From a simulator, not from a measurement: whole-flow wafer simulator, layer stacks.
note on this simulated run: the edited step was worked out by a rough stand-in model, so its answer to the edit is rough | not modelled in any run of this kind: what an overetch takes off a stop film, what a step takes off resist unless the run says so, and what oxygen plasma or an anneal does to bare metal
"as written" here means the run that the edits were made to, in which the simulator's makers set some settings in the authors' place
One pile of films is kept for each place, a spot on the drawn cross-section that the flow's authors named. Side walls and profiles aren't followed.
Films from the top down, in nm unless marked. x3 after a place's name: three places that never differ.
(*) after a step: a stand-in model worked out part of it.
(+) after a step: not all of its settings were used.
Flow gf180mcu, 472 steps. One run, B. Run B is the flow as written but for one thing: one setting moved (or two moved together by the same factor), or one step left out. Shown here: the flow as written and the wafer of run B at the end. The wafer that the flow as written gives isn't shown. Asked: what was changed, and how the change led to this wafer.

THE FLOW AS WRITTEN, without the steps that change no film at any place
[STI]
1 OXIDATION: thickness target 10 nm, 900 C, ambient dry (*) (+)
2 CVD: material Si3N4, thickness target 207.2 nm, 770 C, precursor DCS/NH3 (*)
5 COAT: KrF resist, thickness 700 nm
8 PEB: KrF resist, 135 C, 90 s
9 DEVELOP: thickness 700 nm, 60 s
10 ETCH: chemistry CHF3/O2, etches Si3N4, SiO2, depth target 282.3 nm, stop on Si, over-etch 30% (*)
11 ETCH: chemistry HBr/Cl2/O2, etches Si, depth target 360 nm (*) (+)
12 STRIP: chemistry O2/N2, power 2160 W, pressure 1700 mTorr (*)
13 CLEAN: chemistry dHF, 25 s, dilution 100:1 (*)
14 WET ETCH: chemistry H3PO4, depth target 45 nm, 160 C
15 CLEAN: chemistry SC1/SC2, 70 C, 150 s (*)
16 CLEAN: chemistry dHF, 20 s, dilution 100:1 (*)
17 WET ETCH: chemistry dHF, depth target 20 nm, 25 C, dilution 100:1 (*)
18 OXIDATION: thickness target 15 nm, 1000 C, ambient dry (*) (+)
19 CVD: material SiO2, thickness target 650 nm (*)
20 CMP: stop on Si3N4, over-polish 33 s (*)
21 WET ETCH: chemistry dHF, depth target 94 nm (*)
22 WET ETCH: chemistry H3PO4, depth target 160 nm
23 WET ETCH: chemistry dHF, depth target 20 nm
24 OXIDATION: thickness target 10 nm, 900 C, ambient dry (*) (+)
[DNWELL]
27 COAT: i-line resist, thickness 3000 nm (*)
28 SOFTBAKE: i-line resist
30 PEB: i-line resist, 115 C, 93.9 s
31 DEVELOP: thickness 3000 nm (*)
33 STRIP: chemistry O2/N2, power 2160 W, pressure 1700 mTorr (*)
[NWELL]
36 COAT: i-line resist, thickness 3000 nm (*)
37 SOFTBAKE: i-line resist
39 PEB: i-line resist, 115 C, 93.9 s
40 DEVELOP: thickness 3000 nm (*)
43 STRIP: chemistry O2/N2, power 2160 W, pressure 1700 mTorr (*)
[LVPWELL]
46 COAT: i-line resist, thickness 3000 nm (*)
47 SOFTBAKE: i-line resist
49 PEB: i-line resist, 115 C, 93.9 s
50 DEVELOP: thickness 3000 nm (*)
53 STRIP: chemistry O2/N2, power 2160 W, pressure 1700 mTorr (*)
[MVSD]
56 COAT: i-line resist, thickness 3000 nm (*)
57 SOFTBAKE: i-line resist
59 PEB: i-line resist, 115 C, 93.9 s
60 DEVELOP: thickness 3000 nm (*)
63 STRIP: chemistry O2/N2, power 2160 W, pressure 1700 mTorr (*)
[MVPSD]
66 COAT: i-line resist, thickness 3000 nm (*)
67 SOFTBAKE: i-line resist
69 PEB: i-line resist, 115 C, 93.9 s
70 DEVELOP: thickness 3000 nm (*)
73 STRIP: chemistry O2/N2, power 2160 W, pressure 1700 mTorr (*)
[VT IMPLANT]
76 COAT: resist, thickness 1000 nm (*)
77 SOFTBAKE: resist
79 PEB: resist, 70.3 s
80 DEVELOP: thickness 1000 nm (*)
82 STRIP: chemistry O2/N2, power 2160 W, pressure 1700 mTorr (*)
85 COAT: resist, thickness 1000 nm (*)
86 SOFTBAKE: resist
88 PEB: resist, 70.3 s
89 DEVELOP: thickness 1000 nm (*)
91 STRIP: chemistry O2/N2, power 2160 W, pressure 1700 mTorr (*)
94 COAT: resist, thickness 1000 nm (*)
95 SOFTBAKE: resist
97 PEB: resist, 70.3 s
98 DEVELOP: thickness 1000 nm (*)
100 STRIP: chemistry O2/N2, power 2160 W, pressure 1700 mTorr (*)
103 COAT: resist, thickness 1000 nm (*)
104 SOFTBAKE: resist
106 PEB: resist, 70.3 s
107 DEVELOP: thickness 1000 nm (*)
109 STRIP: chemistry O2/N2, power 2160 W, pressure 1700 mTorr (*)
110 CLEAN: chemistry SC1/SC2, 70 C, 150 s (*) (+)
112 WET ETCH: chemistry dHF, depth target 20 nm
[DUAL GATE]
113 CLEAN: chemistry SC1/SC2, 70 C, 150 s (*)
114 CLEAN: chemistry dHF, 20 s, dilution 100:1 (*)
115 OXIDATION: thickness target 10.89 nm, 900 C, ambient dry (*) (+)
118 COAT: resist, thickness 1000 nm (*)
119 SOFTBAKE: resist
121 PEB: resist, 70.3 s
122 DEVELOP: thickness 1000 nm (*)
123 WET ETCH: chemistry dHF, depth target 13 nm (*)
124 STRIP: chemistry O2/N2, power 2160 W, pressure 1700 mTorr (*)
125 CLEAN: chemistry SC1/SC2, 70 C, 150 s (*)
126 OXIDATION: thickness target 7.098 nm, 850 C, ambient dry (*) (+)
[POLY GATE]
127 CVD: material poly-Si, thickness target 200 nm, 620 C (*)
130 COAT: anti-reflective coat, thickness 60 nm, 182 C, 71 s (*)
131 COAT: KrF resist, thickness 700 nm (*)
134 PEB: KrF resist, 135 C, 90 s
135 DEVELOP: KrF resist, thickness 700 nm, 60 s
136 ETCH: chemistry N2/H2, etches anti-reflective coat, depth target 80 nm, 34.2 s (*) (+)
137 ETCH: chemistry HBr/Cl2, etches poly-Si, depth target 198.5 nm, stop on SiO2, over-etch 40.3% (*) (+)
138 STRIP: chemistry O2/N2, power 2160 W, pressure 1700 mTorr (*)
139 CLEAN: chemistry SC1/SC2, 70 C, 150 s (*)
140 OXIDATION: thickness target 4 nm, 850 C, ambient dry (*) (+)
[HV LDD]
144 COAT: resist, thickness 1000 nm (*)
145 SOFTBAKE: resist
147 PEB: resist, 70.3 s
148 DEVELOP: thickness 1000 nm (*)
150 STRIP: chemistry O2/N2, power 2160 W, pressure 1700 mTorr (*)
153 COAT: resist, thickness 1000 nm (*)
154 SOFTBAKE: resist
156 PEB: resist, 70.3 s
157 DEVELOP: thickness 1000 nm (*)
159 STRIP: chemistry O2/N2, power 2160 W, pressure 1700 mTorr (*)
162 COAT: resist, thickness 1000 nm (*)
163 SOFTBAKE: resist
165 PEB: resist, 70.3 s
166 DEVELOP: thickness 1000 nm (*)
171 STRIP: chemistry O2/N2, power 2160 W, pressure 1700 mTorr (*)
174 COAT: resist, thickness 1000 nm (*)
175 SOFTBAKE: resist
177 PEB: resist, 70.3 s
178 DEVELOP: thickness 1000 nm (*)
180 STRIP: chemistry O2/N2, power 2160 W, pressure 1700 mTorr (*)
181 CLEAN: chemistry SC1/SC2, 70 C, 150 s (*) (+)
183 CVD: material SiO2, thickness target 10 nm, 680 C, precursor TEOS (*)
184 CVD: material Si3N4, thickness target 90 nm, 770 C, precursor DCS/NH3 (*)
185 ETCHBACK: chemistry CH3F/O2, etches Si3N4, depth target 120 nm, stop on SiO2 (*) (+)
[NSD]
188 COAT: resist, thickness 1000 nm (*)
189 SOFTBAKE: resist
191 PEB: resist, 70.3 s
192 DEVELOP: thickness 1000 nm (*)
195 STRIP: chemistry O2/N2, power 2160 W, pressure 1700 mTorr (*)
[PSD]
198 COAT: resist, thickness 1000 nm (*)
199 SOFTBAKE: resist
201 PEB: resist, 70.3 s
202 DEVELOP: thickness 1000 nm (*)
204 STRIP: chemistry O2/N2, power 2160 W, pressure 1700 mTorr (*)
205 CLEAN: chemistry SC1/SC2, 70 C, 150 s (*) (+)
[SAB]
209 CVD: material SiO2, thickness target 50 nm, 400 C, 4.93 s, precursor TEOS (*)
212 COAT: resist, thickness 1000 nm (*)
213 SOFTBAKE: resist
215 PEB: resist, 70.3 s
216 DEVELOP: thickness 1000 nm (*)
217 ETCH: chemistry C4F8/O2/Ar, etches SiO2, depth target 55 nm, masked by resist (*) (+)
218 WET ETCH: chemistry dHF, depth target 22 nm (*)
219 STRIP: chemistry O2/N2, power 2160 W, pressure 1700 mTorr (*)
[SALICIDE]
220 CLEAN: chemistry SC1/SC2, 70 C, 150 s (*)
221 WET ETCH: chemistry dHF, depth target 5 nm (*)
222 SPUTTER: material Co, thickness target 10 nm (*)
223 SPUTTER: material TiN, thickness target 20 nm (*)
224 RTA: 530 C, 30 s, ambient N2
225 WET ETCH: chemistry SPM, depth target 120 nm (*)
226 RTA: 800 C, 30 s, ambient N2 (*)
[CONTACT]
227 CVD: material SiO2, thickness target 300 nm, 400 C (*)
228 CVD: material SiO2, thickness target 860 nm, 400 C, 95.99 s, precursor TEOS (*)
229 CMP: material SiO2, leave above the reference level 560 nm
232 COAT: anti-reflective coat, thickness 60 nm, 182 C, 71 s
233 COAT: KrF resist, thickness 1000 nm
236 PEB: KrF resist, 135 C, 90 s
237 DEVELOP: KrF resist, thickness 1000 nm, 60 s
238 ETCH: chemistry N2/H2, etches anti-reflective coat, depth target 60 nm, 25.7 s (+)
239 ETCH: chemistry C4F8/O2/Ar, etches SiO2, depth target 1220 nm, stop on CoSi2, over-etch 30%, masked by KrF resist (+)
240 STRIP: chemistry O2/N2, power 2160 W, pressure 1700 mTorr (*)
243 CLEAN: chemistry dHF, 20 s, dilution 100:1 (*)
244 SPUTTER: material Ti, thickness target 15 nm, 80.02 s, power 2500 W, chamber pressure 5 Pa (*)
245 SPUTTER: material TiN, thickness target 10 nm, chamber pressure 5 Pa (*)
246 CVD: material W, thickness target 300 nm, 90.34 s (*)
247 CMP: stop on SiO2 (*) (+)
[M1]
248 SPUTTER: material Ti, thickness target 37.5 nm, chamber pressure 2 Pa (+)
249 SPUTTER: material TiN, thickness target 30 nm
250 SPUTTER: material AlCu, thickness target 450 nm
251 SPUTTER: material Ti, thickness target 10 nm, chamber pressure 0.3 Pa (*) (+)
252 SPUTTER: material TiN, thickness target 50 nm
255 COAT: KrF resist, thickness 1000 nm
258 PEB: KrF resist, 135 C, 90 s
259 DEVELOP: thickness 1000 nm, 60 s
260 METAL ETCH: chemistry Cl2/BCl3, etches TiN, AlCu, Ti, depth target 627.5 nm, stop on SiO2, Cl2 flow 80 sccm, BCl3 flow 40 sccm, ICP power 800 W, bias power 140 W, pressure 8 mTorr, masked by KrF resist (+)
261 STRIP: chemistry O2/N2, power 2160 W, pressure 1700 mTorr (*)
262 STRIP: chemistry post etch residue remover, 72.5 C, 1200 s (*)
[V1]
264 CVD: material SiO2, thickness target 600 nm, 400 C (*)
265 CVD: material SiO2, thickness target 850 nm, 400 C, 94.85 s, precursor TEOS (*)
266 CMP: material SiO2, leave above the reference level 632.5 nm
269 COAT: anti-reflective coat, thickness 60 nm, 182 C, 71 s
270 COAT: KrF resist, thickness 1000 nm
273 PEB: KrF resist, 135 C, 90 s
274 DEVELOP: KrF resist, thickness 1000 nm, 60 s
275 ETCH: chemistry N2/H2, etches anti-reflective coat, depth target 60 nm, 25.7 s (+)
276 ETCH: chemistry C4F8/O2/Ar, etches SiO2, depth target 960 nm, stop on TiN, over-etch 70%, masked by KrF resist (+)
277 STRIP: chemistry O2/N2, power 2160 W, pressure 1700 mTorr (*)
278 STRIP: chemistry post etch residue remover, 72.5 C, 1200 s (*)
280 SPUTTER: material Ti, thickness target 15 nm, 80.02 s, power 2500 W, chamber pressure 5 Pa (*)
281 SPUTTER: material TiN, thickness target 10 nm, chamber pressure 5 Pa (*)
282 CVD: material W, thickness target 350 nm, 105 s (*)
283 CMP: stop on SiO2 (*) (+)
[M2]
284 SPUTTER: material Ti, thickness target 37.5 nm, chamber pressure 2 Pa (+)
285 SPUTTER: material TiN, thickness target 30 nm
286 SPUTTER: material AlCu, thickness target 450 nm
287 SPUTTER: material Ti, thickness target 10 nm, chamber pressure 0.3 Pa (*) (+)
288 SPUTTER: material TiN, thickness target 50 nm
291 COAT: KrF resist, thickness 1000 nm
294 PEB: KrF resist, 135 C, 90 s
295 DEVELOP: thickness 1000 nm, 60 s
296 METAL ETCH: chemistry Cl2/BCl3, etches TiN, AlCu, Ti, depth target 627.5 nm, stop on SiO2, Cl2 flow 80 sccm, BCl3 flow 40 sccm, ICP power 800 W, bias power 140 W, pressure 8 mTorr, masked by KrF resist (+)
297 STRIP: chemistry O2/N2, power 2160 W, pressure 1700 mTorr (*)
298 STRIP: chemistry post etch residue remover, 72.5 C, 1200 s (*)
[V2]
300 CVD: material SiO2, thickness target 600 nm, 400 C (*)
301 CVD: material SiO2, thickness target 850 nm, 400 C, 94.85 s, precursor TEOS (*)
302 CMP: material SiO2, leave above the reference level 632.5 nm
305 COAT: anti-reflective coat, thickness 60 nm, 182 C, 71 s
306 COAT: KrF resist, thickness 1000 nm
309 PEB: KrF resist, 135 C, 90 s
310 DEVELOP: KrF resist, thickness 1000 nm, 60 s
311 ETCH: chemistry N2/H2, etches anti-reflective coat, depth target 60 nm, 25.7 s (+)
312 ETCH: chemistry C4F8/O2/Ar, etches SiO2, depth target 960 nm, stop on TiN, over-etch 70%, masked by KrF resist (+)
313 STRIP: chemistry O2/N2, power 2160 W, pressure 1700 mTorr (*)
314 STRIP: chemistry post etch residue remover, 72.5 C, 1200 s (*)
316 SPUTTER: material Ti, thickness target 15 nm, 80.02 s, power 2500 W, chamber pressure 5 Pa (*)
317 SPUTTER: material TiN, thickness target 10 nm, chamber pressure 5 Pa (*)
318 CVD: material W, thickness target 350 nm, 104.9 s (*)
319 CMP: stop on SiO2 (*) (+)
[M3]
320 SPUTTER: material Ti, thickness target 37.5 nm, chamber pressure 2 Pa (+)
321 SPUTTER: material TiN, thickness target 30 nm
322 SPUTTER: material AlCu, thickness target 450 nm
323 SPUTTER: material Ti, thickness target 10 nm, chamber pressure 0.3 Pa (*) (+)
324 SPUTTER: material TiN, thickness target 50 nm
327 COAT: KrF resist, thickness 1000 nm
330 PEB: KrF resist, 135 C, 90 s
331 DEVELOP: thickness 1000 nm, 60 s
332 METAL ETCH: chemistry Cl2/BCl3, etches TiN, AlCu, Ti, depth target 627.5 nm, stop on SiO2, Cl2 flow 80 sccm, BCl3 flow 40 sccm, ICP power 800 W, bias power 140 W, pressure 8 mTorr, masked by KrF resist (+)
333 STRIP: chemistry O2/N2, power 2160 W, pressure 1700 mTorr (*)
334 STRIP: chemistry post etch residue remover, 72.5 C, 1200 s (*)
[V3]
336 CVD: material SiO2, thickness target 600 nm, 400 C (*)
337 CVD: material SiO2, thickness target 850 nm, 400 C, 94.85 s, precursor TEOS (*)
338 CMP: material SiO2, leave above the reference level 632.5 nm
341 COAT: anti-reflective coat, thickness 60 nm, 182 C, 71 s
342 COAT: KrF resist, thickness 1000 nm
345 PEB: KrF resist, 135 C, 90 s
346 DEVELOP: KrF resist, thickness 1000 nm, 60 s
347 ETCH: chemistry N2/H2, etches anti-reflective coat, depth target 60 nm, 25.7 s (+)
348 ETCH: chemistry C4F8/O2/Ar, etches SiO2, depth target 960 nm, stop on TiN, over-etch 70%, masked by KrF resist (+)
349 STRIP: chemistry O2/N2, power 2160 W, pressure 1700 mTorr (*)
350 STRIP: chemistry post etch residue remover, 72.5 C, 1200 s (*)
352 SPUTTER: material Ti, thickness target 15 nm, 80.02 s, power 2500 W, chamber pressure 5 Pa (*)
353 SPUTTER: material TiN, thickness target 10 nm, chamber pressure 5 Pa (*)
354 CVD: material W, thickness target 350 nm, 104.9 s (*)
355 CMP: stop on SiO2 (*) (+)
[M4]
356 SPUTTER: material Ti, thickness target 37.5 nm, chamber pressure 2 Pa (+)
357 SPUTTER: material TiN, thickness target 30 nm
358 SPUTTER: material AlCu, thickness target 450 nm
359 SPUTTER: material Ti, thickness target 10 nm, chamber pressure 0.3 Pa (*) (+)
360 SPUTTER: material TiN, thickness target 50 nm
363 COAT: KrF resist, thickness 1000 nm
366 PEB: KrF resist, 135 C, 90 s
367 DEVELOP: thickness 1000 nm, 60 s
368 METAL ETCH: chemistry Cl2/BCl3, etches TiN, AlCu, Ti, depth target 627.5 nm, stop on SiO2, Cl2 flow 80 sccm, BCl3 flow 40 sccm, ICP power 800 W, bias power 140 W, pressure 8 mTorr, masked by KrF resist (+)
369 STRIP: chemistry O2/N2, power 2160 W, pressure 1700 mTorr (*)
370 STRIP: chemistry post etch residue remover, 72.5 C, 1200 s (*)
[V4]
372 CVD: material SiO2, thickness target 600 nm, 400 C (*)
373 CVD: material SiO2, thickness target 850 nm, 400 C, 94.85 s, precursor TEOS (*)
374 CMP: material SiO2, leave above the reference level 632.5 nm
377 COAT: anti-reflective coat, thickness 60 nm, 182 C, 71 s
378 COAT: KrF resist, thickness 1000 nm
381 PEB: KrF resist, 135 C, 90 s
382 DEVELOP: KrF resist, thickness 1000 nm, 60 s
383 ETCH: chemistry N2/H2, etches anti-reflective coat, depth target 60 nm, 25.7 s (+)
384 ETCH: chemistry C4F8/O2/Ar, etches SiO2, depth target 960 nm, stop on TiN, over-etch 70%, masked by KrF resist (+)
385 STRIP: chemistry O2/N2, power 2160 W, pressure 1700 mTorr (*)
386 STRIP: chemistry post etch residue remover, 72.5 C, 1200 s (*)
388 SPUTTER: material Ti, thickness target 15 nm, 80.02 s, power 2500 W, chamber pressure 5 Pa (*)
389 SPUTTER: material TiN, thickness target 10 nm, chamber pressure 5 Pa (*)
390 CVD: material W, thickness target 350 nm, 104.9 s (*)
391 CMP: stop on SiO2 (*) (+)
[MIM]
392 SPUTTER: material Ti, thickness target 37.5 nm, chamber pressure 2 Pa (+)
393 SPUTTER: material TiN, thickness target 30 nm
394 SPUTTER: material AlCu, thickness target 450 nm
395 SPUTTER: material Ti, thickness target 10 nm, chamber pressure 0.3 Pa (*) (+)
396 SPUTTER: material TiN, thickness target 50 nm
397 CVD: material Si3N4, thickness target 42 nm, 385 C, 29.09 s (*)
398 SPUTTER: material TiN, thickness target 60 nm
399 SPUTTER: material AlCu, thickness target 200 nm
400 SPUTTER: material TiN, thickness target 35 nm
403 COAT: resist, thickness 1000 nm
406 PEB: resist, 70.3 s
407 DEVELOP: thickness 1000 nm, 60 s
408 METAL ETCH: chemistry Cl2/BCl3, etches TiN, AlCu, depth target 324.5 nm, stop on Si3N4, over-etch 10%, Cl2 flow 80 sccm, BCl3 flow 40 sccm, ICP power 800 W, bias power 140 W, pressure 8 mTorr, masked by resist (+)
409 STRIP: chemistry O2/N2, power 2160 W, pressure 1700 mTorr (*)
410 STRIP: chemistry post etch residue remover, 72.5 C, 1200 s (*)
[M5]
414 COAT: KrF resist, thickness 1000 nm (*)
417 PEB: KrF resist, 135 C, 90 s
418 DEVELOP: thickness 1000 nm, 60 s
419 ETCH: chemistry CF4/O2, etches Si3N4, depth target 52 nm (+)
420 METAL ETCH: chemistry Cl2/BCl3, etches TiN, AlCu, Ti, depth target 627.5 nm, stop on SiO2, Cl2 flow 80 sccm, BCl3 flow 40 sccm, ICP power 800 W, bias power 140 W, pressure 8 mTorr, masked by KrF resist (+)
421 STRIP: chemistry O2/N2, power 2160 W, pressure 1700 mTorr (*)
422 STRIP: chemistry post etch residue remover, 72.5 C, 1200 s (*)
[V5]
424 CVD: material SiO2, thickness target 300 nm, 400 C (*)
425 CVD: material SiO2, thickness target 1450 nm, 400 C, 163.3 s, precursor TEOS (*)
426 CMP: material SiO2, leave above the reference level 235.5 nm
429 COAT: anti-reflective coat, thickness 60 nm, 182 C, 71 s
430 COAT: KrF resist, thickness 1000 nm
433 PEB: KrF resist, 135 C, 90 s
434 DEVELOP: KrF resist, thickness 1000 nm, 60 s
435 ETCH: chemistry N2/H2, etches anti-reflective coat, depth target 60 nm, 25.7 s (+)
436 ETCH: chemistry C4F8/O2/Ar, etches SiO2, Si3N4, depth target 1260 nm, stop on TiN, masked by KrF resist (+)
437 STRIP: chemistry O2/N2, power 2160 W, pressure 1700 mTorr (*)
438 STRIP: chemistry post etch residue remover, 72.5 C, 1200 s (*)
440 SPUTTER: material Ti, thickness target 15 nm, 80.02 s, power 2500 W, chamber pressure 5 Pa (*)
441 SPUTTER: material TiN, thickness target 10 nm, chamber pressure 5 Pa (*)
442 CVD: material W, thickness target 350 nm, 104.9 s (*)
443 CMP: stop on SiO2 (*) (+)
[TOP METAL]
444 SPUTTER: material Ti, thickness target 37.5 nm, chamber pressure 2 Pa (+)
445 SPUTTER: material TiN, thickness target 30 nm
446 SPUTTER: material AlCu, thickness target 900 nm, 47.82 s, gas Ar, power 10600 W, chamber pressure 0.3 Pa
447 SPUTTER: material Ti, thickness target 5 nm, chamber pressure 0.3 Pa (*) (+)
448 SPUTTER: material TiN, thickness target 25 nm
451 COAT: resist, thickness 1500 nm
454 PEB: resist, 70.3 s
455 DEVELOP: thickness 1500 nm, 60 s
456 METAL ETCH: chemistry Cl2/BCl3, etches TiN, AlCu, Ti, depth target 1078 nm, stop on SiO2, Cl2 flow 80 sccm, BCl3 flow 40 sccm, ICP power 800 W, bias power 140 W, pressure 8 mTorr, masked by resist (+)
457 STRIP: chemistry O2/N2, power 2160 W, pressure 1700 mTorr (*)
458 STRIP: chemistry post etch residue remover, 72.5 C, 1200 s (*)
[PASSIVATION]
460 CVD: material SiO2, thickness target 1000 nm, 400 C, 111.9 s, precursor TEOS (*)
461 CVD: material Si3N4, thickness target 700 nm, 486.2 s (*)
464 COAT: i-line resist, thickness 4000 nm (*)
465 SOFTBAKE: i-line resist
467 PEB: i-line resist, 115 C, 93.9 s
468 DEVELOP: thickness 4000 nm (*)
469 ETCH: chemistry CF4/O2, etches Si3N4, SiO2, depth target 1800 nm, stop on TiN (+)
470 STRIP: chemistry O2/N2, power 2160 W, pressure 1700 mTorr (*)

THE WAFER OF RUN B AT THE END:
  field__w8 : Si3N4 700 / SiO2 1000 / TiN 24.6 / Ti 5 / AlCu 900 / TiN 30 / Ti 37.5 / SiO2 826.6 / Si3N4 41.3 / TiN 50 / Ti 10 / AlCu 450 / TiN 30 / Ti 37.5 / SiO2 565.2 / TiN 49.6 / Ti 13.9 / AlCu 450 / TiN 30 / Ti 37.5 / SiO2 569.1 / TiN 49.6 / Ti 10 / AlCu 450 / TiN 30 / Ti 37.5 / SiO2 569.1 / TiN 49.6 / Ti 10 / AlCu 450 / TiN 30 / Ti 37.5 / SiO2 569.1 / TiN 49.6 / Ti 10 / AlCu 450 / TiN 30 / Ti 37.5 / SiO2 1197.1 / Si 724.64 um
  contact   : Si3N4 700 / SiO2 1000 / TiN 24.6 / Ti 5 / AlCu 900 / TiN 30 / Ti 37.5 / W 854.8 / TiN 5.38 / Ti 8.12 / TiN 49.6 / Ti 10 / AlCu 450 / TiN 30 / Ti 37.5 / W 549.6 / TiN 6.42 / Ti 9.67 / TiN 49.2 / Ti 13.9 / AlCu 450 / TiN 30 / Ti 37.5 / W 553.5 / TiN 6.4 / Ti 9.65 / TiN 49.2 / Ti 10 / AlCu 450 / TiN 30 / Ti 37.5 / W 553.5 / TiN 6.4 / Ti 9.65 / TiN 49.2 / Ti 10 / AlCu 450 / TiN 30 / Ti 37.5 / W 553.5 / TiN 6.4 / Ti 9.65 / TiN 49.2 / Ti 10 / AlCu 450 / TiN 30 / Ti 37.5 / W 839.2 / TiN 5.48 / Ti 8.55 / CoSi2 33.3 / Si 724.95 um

The cause: step 359, SPUTTER: thickness target 13.9 nm was run, where the flow has thickness target 10 nm.
It can be read off the wafer: field__w8 has Ti 13.9, and step 359 as written asks for 10 nm.

How the change led to this, step by step:
  359 SPUTTER: material Ti, thickness target 10 nm, chamber pressure 0.3 Pa (*) (+)
      field, field__w1, field__w2 and 108 more: Ti +13.9 (new film) (as written it would be: Ti +10 (new film))
  368 METAL ETCH: chemistry Cl2/BCl3, etches TiN, AlCu, Ti, depth target 627.5 nm, stop on SiO2, Cl2 flow 80 sccm, BCl3 flow 40 sccm, ICP power 800 W, bias power 140 W, pressure 8 mTorr, masked by KrF resist (+)
      field, field__w1, field__w2 and 103 more: TiN -50 (all of it), Ti -13.9 (all of it), AlCu -450 (all of it), TiN -30 (all of it), Ti -37.5 (all of it) (as written it would be: TiN -50 (all of it), Ti -10 (all of it), AlCu -450 (all of it), TiN -30 (all of it), Ti -37.5 (all of it))
